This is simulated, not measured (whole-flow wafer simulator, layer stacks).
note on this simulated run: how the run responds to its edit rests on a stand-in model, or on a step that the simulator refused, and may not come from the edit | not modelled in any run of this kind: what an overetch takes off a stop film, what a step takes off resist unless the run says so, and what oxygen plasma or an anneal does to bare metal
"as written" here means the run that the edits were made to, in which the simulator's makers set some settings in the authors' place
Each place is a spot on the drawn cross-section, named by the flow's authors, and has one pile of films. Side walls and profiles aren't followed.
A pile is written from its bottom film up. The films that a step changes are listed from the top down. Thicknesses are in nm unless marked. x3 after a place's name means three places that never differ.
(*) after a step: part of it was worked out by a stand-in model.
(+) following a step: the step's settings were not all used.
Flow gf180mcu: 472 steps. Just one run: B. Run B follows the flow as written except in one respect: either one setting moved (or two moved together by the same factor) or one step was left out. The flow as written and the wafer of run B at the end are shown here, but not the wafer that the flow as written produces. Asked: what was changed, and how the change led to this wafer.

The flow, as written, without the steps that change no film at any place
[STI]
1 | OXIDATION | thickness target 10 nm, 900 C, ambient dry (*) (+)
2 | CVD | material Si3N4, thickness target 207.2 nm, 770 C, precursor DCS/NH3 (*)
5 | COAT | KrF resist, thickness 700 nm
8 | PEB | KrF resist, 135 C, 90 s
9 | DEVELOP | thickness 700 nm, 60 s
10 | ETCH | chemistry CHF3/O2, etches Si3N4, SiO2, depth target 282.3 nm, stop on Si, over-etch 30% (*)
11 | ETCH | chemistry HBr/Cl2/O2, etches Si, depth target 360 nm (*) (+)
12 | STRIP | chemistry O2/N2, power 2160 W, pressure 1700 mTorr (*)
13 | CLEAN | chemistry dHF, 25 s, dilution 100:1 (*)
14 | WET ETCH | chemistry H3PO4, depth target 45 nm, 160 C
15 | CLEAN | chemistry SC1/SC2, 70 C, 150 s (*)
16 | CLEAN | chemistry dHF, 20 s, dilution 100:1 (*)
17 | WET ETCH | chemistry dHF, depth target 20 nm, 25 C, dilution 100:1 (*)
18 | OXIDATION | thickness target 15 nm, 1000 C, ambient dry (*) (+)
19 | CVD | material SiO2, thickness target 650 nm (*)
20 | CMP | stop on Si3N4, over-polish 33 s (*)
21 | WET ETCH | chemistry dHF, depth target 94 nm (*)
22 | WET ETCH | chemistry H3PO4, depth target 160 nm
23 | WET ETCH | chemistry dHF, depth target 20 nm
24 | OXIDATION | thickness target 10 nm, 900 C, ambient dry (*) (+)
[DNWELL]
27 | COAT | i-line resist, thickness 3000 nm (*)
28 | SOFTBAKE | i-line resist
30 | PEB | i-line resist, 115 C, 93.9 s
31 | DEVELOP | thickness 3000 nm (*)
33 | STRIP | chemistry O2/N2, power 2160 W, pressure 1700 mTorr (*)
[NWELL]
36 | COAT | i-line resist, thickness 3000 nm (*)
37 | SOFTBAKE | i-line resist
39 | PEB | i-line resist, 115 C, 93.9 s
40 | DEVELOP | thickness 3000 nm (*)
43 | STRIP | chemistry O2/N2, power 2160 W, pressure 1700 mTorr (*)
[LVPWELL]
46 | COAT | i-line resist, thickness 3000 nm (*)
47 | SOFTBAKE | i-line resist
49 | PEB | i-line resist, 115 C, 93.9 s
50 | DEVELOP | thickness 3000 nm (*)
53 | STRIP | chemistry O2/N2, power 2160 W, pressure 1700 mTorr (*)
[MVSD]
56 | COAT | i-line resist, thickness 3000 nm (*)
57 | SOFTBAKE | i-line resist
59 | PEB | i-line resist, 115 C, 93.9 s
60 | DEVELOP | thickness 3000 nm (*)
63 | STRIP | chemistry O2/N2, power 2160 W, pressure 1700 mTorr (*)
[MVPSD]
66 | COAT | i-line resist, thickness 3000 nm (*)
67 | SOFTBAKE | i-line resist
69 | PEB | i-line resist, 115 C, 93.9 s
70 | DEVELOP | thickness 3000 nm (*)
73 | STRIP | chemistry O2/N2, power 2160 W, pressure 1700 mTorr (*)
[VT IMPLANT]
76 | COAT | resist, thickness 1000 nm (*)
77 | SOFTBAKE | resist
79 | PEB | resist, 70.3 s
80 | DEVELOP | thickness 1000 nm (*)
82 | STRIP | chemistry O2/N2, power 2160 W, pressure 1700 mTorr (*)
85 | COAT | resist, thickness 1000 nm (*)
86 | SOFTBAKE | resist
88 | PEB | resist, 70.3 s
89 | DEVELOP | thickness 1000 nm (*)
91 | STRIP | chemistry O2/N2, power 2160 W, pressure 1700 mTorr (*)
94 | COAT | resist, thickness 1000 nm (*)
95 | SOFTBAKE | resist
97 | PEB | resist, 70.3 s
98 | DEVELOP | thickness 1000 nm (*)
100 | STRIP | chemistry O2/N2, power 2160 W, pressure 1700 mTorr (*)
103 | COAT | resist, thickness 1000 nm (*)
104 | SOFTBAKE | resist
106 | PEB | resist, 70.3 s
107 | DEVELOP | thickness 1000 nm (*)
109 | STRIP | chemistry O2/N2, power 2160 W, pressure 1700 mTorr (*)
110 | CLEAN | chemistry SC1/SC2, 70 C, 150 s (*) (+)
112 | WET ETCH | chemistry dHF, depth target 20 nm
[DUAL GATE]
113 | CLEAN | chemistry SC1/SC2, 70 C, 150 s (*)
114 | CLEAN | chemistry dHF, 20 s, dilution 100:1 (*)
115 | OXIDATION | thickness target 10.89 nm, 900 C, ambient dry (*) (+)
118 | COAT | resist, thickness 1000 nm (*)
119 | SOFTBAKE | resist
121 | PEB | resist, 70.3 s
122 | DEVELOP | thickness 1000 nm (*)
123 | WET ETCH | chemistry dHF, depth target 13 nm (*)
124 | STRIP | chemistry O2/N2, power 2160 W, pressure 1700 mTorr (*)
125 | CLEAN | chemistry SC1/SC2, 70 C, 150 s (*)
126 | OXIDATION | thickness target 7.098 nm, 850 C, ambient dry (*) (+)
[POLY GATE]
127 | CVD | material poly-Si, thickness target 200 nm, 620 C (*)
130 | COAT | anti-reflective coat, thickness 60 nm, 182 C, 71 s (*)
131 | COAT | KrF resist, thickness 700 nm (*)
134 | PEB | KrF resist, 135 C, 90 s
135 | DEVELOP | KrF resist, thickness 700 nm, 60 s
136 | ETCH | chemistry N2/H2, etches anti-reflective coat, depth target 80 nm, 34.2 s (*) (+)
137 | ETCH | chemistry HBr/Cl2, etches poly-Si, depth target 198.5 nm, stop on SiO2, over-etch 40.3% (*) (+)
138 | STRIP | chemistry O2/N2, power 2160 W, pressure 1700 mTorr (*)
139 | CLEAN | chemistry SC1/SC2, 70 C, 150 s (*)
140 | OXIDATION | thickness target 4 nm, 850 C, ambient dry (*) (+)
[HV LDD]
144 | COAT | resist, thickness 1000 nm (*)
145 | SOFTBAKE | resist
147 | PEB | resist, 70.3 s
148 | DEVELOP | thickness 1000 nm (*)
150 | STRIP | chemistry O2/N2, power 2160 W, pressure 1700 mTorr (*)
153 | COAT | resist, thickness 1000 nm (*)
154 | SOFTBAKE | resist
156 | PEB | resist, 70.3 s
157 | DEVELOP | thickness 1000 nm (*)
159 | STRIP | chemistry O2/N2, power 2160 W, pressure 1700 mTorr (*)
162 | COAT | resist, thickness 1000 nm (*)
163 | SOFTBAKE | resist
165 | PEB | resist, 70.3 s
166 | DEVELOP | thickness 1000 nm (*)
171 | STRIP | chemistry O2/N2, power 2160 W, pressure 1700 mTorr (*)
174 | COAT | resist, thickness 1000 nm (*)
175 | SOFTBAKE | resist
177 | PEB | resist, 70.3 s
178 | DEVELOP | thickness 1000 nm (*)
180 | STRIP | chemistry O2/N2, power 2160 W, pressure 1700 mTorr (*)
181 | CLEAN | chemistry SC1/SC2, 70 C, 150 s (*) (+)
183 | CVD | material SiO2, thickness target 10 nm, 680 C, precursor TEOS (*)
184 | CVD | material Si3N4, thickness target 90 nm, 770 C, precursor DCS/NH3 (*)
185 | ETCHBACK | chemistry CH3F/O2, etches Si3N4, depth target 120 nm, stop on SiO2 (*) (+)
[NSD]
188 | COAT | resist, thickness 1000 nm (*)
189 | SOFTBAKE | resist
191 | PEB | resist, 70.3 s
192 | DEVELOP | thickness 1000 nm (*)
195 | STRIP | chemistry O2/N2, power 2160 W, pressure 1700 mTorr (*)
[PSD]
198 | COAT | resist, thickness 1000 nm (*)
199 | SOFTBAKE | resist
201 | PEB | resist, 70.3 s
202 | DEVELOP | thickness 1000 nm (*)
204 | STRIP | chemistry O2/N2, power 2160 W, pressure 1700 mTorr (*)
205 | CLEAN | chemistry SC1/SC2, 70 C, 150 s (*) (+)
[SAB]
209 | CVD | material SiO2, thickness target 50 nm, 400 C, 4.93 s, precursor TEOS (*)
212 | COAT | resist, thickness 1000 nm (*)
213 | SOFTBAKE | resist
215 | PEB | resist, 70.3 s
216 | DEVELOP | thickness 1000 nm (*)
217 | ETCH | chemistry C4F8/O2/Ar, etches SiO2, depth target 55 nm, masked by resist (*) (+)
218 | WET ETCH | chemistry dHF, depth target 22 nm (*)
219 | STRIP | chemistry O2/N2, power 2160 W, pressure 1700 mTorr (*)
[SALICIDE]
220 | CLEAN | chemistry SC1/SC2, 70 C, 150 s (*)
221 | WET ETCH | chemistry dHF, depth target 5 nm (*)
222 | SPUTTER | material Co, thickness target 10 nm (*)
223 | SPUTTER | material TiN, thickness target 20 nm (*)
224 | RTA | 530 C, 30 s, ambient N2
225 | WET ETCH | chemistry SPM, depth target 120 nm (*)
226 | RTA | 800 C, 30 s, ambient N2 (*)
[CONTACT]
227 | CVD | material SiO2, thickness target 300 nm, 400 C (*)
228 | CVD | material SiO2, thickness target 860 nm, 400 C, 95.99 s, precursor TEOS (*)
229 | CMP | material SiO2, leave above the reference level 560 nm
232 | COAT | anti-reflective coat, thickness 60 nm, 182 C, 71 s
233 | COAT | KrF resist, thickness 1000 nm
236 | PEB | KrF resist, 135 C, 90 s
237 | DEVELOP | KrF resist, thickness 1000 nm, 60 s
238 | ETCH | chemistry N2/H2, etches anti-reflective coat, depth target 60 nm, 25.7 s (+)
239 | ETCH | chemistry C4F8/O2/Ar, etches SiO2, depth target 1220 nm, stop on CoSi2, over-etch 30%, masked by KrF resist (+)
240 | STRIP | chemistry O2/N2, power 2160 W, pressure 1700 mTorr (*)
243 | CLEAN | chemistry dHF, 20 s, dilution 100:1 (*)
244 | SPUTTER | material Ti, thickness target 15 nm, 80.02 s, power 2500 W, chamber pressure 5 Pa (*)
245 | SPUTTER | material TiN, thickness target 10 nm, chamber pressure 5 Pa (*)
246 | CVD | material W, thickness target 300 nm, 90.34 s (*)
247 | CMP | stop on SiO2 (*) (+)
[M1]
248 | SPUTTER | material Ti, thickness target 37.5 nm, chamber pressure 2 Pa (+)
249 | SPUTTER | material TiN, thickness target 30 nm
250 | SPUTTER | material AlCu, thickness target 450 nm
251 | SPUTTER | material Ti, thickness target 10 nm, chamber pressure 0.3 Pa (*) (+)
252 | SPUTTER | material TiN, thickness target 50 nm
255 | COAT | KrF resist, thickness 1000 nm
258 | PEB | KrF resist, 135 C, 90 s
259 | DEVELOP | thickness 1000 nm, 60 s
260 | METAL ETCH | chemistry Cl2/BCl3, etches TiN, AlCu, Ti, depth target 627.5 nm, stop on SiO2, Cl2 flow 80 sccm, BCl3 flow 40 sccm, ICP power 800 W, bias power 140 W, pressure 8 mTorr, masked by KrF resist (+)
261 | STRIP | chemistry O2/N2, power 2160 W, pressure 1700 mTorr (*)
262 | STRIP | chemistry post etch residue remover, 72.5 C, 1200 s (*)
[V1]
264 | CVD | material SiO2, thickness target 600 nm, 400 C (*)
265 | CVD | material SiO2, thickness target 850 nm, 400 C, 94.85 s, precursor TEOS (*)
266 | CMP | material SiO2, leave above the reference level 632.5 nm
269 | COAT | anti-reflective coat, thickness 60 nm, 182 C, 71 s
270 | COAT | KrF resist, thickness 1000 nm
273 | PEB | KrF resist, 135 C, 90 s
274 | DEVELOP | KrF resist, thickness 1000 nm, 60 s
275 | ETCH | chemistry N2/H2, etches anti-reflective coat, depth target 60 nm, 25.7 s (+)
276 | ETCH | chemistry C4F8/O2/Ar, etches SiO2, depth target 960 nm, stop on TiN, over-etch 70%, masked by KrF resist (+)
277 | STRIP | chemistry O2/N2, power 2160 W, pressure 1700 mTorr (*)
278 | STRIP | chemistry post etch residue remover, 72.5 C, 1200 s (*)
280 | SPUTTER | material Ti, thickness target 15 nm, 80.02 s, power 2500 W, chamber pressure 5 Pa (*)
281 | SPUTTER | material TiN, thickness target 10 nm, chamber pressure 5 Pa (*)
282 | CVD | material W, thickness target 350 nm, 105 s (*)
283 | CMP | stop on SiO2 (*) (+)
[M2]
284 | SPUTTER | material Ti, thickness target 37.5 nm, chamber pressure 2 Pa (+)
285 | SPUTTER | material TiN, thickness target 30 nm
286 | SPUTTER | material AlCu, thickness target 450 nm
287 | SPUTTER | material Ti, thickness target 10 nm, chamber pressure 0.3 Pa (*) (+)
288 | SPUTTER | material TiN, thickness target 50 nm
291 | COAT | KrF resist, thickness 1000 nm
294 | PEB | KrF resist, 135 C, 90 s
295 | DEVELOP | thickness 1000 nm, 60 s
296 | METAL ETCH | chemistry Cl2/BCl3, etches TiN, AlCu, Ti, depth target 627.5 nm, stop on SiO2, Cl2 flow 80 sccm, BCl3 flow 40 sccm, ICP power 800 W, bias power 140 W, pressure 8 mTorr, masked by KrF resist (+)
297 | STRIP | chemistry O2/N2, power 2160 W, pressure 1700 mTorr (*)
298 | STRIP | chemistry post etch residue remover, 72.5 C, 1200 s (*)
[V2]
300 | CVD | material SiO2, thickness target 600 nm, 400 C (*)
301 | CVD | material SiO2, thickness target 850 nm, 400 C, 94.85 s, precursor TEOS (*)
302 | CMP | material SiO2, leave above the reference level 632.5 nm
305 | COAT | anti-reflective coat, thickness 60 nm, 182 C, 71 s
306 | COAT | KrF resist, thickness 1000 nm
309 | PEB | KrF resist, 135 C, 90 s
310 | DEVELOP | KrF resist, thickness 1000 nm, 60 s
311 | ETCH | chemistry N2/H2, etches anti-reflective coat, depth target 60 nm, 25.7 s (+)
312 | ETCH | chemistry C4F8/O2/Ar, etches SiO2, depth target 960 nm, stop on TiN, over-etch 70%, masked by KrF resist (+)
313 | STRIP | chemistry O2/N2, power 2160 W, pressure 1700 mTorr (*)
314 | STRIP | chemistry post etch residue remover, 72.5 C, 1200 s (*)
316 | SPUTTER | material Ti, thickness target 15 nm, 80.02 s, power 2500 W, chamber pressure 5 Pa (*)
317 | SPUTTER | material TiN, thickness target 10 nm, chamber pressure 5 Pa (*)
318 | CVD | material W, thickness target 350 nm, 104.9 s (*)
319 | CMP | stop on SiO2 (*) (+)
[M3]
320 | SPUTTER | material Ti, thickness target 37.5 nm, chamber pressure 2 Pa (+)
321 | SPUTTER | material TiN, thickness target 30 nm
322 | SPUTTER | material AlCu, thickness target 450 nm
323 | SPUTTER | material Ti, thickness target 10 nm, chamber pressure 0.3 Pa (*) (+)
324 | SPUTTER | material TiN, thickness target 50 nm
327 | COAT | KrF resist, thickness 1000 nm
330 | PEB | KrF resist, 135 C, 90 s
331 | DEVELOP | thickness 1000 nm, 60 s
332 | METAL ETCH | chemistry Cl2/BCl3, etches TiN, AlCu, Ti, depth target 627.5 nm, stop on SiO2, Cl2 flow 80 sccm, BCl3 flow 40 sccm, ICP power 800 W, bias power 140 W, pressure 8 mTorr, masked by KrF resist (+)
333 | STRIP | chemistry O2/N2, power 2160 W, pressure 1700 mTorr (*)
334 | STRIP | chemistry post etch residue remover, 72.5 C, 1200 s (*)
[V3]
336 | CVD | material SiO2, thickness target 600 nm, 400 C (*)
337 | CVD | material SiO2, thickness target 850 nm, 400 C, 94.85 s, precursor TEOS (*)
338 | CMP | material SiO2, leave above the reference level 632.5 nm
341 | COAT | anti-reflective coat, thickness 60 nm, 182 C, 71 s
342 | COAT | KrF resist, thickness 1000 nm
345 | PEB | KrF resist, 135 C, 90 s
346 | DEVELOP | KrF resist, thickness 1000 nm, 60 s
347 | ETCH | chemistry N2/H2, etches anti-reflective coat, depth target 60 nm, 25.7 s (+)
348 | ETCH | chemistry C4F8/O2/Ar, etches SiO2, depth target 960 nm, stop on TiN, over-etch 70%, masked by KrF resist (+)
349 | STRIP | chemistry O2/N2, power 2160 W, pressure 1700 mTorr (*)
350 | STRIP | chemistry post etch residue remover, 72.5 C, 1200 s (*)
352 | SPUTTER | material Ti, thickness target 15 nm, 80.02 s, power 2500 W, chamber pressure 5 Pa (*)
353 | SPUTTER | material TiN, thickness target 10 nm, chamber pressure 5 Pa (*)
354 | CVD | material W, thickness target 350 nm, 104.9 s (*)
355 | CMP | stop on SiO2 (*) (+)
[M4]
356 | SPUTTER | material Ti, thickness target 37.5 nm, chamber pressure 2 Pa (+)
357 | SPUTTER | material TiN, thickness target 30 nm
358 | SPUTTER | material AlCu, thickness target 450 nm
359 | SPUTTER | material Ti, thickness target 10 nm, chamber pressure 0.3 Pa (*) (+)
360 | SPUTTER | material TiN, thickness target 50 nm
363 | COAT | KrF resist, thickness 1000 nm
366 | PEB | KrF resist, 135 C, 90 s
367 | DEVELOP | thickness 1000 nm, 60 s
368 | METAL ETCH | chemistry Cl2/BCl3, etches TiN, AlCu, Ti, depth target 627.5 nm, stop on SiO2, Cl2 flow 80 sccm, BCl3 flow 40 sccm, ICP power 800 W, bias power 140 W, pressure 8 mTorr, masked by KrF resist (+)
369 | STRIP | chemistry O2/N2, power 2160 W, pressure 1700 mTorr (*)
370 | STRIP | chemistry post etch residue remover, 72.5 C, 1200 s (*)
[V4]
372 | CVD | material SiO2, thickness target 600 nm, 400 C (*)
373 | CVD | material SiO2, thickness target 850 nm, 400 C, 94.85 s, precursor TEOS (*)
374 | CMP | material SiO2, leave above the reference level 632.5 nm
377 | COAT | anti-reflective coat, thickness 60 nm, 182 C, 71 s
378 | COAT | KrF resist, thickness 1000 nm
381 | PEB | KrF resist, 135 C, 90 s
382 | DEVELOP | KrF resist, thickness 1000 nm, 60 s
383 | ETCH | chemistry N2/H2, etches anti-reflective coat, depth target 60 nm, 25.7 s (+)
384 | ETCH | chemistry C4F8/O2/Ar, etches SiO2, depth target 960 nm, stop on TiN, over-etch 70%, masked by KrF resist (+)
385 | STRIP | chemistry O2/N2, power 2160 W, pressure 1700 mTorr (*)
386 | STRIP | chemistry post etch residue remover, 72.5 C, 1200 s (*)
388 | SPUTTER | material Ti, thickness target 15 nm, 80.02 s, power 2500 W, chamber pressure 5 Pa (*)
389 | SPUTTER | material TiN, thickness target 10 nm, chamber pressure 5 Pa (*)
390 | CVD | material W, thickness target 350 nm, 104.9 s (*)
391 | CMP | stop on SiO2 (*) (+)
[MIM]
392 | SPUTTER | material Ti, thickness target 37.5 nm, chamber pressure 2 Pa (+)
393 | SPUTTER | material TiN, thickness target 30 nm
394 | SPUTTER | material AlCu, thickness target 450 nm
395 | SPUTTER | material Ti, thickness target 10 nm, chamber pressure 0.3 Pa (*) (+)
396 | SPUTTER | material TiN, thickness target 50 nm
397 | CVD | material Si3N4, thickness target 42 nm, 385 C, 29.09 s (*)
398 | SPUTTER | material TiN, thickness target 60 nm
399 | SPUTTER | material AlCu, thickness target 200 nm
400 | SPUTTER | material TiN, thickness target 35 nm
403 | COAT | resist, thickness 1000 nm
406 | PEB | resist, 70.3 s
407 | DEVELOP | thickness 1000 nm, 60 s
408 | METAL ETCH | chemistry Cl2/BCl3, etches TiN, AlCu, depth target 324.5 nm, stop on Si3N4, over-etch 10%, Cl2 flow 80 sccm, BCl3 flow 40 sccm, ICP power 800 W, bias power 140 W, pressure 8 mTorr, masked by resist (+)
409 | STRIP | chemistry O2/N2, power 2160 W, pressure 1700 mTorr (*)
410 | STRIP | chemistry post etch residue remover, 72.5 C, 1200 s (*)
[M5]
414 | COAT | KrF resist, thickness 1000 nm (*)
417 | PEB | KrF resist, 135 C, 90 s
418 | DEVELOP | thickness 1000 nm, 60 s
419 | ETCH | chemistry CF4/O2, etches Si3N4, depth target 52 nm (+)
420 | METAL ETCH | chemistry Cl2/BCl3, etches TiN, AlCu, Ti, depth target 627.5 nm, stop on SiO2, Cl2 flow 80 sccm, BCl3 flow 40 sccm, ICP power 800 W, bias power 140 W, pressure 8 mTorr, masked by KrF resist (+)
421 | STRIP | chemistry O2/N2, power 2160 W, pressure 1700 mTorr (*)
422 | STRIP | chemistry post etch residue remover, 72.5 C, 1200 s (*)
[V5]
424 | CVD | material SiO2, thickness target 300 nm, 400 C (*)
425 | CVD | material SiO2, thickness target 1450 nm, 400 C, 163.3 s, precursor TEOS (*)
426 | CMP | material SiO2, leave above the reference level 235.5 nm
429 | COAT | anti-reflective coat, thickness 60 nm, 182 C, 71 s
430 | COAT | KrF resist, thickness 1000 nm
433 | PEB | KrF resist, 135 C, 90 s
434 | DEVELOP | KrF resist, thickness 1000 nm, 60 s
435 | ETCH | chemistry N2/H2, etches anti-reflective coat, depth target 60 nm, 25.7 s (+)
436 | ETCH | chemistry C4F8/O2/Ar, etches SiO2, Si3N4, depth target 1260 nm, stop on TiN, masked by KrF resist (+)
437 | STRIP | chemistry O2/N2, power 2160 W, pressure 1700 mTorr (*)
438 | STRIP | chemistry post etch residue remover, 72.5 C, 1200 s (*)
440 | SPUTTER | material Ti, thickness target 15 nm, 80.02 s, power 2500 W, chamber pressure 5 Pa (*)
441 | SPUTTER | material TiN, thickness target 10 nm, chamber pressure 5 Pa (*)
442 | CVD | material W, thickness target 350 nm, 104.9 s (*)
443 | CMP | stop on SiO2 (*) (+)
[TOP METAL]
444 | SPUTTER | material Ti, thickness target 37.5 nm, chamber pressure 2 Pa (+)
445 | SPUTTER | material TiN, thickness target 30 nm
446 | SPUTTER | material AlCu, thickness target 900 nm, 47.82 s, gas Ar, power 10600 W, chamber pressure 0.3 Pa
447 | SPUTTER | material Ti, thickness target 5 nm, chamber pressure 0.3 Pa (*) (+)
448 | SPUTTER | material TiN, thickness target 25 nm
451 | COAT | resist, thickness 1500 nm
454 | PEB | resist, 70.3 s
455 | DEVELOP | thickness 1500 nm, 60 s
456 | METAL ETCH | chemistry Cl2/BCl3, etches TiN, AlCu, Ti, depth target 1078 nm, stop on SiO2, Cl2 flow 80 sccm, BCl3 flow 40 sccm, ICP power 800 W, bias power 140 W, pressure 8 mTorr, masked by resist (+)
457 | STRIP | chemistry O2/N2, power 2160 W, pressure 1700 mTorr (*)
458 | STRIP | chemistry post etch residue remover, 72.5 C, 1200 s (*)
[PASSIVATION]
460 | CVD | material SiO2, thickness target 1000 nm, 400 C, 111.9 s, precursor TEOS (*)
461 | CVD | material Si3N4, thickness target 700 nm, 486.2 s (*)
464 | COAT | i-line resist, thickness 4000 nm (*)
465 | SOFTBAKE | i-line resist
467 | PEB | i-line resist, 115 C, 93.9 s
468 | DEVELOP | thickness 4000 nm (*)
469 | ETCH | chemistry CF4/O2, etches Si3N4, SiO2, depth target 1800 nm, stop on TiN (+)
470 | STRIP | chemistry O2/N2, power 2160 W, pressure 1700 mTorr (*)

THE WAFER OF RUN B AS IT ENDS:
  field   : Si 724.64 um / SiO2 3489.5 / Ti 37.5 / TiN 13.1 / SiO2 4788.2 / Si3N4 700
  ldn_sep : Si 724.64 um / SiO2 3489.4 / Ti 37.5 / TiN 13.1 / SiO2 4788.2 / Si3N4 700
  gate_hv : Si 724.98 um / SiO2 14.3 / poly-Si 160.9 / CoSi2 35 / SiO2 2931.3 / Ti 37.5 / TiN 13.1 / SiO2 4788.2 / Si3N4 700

The reason: step 322, SPUTTER: thickness target 551 nm was run, while the flow as written has thickness target 450 nm.

The path from the change to this, step by step:
  322 | SPUTTER | material AlCu, thickness target 450 nm
      field, field__w1, field__w2 and 108 more: AlCu gains 551 (new film) (it would be, as written: AlCu gains 450 (new film))
  332 | METAL ETCH | chemistry Cl2/BCl3, etches TiN, AlCu, Ti, depth target 627.5 nm, stop on SiO2, Cl2 flow 80 sccm, BCl3 flow 40 sccm, ICP power 800 W, bias power 140 W, pressure 8 mTorr, masked by KrF resist (+)
      field, field__w1, field__w2 and 103 more: TiN loses 50 (all of it), Ti loses 10 (all of it), AlCu loses 551 (all of it), TiN loses 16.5 (it would be, as written: TiN loses 50 (all of it), Ti loses 10 (all of it), AlCu loses 450 (all of it), TiN loses 30 (all of it), Ti loses 37.5 (all of it))
  336 | CVD | material SiO2, thickness target 600 nm, 400 C (*)
      field, field__w1, field__w2 and 103 more: SiO2 gains 600 (new film) (it would be, as written: SiO2 gains 600)
  338 | CMP | material SiO2, leave above the reference level 632.5 nm
      field, field__w1, field__w2 and 103 more: SiO2 loses 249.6 (it would be, as written: SiO2 loses 300)
If metal films that touch count as one body, field has 1 body; the flow as written gives 0 bodies.
If metal films that touch count as one body, ldn_sep has 1 body; the flow as written gives 0 bodies.
If metal films that touch count as one body, gate_hv has 2 bodies (between them, from the top down: SiO2 2931.3); the flow as written gives 1 body.
